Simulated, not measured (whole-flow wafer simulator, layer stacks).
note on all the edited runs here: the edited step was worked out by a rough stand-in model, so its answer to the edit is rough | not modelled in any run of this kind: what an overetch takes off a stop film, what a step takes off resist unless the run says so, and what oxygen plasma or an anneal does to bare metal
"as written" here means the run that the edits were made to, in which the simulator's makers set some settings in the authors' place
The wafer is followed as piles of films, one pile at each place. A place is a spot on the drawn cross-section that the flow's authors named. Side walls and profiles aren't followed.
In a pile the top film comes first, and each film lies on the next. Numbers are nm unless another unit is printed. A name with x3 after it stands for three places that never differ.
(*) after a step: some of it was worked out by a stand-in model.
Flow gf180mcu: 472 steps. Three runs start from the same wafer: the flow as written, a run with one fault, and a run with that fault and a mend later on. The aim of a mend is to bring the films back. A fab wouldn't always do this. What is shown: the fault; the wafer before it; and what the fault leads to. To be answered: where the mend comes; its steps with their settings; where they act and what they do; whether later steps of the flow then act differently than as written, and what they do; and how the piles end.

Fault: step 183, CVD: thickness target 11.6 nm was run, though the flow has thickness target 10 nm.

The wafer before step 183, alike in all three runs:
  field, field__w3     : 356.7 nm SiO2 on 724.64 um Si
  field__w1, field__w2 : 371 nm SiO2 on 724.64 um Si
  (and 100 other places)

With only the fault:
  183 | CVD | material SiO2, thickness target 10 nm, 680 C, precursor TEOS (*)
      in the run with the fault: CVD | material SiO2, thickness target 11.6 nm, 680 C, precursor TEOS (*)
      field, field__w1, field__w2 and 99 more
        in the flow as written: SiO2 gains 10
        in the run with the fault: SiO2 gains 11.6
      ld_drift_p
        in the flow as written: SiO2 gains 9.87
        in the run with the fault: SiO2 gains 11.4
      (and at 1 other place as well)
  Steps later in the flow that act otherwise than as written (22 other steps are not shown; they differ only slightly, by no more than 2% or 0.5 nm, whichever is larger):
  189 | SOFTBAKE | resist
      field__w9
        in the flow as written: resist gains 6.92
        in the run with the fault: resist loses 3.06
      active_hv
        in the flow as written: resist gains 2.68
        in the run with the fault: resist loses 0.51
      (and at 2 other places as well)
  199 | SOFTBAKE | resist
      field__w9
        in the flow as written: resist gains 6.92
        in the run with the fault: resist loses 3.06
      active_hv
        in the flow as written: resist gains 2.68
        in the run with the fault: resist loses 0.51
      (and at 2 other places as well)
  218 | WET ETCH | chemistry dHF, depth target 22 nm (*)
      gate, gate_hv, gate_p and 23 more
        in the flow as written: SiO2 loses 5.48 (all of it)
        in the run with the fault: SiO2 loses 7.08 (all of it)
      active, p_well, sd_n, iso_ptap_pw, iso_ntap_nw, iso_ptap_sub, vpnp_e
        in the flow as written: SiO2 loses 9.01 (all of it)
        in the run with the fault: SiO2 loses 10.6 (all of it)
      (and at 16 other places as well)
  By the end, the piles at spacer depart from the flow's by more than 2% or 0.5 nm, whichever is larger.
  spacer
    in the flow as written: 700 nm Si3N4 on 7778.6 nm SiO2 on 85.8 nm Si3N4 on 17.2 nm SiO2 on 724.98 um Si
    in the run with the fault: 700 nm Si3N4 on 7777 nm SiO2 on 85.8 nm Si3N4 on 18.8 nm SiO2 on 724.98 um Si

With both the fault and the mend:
  The mend stands after step 183.
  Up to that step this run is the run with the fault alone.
  183a | WET ETCH | chemistry dHF, depth target 1.6 nm, 25 C, dilution 100:1 (the flow's step 17 again, with other settings)
      field, field__w1, field__w2 and 101 more
        SiO2 loses 1.6
  Every later step of the flow that is run acts as written, at every place that is followed, to within 2% or 0.5 nm, whichever is larger.
  At every place that both follow, the piles at the end match the flow's.
